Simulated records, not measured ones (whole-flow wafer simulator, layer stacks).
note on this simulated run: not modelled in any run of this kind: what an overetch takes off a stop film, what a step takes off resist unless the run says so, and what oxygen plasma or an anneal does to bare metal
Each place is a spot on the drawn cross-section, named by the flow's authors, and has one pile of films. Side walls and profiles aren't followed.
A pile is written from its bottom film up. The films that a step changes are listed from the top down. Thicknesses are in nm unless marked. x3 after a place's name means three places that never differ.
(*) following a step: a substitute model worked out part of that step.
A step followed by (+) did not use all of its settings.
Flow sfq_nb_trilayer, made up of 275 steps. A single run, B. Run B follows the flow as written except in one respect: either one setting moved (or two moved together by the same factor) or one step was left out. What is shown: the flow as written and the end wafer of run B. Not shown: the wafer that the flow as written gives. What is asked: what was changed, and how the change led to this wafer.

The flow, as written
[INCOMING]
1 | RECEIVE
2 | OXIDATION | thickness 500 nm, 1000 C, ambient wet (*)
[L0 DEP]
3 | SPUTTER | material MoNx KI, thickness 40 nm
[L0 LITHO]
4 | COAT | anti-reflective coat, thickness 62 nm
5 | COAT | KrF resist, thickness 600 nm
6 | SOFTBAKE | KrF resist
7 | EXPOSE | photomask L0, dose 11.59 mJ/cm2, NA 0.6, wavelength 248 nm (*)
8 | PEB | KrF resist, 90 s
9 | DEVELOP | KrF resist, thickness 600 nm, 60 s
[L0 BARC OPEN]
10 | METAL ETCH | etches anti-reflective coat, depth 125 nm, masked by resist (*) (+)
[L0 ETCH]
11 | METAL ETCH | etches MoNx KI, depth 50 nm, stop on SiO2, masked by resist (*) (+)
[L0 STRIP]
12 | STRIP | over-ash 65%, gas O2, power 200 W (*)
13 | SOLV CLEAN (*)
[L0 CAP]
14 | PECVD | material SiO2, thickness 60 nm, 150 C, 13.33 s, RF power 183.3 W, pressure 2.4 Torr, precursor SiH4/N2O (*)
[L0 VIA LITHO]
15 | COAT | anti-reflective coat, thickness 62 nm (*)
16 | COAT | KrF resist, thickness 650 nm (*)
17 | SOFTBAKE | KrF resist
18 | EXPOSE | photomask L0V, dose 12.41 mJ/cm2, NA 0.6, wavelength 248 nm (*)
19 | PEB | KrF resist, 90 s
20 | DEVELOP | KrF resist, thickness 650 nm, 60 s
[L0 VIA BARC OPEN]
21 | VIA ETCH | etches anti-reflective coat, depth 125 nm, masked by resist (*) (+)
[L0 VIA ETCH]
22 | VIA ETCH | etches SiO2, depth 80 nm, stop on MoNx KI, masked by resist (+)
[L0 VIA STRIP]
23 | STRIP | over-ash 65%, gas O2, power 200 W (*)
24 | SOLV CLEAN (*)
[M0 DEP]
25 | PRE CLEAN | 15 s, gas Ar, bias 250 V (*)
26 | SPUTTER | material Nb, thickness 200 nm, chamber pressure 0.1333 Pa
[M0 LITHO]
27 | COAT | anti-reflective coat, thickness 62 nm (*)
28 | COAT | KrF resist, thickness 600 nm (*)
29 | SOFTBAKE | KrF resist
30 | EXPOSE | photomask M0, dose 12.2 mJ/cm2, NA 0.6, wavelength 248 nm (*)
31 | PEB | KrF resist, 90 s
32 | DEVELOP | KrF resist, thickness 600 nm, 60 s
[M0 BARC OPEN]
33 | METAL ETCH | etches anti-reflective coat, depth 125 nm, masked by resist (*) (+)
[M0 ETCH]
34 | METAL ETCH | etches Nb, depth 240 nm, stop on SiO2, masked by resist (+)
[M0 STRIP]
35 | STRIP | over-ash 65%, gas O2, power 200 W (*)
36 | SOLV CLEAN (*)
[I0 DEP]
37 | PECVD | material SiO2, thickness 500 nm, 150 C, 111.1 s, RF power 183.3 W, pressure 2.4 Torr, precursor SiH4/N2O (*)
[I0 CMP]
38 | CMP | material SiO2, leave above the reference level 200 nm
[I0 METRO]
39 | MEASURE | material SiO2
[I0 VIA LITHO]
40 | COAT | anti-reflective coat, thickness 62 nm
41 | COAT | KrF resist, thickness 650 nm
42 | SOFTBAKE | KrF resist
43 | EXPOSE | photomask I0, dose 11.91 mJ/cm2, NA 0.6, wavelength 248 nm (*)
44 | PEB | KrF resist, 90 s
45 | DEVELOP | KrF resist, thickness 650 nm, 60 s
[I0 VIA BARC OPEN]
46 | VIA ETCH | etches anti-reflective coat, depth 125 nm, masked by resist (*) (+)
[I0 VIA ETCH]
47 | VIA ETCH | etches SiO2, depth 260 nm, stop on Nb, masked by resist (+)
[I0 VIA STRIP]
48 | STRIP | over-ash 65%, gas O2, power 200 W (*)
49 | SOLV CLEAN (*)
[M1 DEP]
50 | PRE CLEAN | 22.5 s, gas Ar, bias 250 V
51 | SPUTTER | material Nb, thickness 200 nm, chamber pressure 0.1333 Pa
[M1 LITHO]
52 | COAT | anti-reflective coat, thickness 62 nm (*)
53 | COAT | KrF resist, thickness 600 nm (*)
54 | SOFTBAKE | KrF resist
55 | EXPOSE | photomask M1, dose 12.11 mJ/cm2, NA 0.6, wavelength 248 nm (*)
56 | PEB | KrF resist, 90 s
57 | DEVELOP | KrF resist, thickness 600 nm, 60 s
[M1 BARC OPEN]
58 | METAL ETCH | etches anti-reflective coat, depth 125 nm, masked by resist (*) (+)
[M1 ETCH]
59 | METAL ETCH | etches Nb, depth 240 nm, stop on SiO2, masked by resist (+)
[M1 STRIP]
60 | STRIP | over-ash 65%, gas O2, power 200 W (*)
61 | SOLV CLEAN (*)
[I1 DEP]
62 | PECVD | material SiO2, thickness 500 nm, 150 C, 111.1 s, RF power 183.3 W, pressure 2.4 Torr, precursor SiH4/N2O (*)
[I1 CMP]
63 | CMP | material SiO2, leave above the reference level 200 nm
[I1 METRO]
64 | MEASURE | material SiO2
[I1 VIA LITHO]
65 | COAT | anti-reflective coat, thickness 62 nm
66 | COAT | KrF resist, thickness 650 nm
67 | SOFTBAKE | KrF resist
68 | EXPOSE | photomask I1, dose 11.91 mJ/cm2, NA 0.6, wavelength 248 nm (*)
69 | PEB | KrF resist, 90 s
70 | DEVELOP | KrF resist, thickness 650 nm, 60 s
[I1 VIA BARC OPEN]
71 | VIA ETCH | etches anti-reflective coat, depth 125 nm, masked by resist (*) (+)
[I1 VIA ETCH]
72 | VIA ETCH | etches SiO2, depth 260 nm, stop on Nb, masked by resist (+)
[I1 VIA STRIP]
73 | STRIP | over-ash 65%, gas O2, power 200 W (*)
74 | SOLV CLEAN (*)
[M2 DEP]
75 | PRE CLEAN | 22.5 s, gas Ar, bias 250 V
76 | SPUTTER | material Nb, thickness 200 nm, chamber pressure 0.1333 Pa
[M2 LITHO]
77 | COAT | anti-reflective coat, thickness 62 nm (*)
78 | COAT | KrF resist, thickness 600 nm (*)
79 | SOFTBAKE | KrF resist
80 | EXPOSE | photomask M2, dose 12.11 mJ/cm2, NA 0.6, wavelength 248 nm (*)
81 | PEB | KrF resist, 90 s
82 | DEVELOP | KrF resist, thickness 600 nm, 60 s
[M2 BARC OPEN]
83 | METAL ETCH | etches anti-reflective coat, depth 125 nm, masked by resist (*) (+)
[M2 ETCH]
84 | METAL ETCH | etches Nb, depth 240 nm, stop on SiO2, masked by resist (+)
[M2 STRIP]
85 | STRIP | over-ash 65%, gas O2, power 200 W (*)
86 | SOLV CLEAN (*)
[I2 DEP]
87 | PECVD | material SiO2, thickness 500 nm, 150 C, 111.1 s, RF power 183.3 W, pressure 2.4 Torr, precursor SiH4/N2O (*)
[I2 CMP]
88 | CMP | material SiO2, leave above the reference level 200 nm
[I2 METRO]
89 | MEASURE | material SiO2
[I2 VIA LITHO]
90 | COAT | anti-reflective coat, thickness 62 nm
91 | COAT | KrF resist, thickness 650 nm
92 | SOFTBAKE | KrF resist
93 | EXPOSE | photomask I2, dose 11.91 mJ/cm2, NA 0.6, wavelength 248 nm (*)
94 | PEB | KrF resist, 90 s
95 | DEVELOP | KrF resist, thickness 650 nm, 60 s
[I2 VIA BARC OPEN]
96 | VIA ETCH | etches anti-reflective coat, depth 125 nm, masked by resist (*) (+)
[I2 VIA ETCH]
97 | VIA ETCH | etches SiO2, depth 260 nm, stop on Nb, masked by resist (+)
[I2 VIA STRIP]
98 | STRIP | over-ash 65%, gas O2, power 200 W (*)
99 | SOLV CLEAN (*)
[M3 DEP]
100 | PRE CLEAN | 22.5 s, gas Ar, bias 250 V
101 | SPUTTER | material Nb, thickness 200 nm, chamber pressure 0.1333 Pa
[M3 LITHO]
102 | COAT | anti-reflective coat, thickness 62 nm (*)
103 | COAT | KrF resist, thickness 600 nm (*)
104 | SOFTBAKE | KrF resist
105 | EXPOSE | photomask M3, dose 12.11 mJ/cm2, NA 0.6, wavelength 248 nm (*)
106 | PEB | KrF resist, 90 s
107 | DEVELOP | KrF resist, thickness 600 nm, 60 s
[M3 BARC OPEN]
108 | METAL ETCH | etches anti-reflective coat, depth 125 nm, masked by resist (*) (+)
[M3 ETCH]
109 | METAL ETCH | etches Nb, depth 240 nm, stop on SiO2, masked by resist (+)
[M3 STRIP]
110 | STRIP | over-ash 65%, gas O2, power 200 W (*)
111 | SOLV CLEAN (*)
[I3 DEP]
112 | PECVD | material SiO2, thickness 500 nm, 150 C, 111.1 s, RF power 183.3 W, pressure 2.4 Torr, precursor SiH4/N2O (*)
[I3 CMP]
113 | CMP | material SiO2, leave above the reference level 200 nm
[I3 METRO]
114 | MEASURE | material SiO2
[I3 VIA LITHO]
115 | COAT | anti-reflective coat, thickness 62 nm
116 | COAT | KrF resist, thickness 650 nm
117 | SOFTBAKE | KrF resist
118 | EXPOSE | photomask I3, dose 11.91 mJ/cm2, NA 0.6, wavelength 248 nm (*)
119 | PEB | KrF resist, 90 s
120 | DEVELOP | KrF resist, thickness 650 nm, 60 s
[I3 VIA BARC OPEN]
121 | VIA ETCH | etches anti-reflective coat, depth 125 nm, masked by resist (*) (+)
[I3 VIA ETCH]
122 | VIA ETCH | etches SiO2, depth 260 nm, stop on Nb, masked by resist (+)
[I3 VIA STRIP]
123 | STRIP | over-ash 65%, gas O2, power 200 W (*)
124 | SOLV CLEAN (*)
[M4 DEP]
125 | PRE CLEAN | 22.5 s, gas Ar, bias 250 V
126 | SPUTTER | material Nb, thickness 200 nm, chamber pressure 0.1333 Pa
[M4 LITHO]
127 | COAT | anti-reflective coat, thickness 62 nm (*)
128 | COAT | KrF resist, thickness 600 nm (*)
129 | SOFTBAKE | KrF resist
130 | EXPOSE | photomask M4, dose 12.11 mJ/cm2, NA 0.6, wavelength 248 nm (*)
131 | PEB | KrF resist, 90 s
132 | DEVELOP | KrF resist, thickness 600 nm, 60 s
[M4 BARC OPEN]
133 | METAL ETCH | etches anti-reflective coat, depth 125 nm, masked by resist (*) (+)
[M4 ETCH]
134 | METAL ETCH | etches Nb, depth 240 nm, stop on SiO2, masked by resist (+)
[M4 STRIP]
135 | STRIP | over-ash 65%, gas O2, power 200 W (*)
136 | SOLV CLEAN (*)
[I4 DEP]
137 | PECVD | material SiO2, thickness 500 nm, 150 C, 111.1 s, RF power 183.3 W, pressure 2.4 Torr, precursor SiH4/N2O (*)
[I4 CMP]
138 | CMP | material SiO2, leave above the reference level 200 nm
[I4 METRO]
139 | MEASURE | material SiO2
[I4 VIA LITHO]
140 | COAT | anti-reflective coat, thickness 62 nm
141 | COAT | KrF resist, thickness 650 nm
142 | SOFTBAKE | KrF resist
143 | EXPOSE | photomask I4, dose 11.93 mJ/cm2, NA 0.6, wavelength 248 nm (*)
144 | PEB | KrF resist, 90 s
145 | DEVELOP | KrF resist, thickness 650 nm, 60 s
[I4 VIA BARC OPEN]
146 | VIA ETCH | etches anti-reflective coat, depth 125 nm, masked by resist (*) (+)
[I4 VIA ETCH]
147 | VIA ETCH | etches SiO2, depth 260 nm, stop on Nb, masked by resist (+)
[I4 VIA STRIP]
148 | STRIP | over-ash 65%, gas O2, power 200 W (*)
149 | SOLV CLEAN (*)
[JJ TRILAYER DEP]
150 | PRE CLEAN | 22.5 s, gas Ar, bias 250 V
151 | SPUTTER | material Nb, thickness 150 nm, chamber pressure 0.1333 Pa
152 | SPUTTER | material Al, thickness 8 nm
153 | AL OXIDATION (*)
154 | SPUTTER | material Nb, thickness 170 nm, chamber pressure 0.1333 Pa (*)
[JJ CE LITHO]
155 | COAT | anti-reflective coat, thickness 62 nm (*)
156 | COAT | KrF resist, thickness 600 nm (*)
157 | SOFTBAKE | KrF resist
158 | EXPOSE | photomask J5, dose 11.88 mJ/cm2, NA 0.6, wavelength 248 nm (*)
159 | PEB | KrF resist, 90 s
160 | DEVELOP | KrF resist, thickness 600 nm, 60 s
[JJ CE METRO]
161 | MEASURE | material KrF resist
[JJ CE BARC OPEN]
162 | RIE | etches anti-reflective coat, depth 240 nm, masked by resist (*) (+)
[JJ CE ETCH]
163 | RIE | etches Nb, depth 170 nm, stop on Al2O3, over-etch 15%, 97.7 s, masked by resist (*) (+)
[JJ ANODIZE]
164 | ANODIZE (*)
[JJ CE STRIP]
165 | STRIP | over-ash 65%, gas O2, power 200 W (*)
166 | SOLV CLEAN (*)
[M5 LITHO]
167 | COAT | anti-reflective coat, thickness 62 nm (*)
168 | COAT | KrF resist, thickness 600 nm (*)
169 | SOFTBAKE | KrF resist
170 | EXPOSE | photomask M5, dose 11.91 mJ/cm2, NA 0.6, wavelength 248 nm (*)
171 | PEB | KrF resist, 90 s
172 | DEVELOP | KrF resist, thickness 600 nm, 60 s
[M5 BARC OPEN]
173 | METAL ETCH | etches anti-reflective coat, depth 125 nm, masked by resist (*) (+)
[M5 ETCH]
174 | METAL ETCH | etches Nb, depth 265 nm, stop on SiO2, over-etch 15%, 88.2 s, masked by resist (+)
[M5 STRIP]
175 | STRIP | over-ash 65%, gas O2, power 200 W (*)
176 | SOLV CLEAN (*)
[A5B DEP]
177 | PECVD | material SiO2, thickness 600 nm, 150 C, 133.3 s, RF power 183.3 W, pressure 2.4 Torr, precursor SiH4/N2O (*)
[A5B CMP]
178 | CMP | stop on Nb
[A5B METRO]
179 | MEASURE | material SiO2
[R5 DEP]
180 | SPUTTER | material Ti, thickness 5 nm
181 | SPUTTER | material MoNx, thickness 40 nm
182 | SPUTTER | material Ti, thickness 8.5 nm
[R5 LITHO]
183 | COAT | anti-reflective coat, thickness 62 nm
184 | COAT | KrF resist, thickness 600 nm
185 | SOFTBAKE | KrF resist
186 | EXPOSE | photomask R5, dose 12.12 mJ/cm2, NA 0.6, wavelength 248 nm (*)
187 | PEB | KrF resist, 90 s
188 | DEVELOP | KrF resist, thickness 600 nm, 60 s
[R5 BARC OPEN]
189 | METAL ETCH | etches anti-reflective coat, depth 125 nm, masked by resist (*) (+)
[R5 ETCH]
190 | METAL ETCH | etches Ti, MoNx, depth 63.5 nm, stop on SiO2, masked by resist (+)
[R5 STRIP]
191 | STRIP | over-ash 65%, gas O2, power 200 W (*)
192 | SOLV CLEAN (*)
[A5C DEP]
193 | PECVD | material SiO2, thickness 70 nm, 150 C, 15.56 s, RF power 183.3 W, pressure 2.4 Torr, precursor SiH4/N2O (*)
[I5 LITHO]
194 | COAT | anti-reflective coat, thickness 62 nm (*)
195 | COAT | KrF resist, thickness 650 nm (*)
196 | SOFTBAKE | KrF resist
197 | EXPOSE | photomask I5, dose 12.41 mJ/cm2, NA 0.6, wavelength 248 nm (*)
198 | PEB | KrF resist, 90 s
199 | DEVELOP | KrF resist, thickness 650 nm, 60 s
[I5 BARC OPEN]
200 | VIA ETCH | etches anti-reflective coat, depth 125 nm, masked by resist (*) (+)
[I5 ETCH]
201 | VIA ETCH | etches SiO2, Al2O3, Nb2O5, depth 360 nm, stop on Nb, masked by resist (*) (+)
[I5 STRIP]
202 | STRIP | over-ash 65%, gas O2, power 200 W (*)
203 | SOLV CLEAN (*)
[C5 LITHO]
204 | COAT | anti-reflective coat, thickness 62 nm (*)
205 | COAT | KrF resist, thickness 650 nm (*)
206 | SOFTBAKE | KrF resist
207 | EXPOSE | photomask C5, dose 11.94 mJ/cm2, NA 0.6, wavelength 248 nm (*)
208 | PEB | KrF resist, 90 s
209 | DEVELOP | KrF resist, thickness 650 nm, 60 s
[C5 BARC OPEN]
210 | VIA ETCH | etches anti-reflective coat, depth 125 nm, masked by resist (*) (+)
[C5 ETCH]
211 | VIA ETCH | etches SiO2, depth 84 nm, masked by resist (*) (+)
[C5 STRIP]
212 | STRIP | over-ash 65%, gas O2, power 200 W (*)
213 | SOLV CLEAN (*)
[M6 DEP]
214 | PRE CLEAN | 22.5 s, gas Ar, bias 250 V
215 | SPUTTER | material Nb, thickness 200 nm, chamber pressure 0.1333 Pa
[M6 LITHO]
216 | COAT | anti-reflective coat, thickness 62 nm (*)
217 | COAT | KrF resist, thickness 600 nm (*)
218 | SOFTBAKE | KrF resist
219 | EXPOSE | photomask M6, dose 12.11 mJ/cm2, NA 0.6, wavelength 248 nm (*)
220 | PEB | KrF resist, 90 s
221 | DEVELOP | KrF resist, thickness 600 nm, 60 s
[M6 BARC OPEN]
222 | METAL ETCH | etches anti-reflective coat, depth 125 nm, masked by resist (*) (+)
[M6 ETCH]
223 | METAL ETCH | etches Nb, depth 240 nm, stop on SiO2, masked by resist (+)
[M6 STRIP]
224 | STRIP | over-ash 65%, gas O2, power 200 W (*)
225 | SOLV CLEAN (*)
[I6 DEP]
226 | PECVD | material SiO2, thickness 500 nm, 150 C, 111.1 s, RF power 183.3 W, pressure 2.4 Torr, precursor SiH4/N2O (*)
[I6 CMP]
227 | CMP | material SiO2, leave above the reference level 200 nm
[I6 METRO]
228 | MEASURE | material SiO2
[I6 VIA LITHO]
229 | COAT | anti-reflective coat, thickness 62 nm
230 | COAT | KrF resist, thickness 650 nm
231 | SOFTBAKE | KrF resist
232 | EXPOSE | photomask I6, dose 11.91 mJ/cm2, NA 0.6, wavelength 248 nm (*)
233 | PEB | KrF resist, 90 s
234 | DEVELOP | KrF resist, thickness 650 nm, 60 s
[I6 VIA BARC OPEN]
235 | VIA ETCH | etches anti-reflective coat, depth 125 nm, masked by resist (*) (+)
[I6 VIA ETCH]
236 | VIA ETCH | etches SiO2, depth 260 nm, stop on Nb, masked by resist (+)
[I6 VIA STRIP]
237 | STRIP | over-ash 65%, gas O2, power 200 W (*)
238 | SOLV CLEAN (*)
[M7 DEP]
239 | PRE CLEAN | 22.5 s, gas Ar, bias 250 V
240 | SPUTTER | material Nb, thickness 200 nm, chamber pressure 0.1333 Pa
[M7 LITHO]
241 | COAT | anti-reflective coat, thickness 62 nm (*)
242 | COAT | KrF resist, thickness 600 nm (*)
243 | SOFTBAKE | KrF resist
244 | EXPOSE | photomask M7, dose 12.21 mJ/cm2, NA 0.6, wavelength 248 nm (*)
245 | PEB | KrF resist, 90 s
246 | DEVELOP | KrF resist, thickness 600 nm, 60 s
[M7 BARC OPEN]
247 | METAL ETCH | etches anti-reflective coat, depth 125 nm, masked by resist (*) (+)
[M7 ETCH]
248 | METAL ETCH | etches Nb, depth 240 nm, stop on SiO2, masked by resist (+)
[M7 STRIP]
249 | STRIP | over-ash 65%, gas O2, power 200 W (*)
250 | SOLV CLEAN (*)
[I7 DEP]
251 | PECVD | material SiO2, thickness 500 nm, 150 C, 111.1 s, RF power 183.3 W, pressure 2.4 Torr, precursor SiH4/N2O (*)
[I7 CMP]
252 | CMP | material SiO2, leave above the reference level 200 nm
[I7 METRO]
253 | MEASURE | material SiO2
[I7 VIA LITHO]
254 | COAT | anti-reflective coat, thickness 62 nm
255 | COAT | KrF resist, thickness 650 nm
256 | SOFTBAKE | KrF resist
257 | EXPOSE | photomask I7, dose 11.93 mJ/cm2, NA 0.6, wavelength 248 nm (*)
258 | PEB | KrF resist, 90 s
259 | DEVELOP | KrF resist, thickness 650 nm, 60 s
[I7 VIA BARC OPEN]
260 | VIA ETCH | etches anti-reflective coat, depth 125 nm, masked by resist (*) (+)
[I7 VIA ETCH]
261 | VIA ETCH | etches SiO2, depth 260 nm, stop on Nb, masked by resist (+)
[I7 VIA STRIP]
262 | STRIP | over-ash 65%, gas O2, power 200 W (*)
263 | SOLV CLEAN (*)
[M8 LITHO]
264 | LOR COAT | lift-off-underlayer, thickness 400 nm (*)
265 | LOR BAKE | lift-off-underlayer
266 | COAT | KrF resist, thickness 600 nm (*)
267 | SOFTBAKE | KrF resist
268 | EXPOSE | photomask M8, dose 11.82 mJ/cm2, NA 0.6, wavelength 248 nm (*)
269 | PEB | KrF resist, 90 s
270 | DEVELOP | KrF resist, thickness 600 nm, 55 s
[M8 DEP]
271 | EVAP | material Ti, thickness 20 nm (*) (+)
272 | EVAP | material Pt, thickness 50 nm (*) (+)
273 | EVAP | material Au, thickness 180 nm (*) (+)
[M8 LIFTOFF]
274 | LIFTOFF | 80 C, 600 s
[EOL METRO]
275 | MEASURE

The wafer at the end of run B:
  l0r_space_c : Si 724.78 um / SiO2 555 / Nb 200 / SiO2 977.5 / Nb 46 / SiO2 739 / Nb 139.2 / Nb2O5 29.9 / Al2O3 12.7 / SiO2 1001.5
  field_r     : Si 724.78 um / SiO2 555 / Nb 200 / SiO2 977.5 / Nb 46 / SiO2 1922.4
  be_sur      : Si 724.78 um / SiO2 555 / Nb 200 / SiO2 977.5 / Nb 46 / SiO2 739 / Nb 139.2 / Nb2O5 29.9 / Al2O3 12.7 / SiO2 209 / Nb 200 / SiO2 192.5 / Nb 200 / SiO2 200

What caused this: step 109, METAL ETCH: depth 154 nm was run, though the flow has depth 240 nm.

How this came from the change, step by step:
  109 | METAL ETCH | etches Nb, depth 240 nm, stop on SiO2, masked by resist (+)
      field_l, be, be_sur and 72 more: Nb loses 154 (it would be, as written: Nb loses 200 (all of it))
      v_sur, via_wl, via_w and 28 more: KrF resist loses 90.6 (it would be, as written: KrF resist loses 141.2)
  110 | STRIP | over-ash 65%, gas O2, power 200 W (*)
      p4_w1, p4_w2, p4_w3 and 21 more: KrF resist loses 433 (all of it), anti-reflective coat loses 62 (all of it) (it would be, as written: KrF resist loses 382.4 (all of it), anti-reflective coat loses 62 (all of it))
      via_wl, via_wr: KrF resist loses 434.8 (all of it), anti-reflective coat loses 34.2 (all of it) (it would be, as written: KrF resist loses 384.2 (all of it), anti-reflective coat loses 34.2 (all of it))
      (also at 5 further places)
  112 | PECVD | material SiO2, thickness 500 nm, 150 C, 111.1 s, RF power 183.3 W, pressure 2.4 Torr, precursor SiH4/N2O (*)
      field_l, be, be_sur and 64 more: SiO2 gains 500 (new film) (it would be, as written: SiO2 gains 500)
      p4_g1, p4_g2, p3_s0, p3_s1, p3_s2, p3_s3, p3_s4, p3_s5: SiO2 gains 511.1 (new film) (it would be, as written: SiO2 gains 557.1)
  113 | CMP | material SiO2, leave above the reference level 200 nm
      field_l, be, be_sur and 64 more: SiO2 loses 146 (it would be, as written: SiO2 loses 100)
If metal films that touch count as one body, l0r_space_c has 3 bodies (between them, from the top down: SiO2 739; SiO2 977.5); the flow as written gives 2 bodies (between them, from the top down: SiO2 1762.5).
If metal films that touch count as one body, field_r has 2 bodies (between them, from the top down: SiO2 977.5); the flow as written gives 1 body.
If metal films that touch count as one body, be_sur has 5 bodies (between them, from the top down: SiO2 192.5; SiO2 209 / Al2O3 12.7 / Nb2O5 29.9; SiO2 739; SiO2 977.5); the flow as written gives 4 bodies (between them, from the top down: SiO2 192.5; SiO2 209 / Al2O3 12.7 / Nb2O5 29.9; SiO2 1762.5).
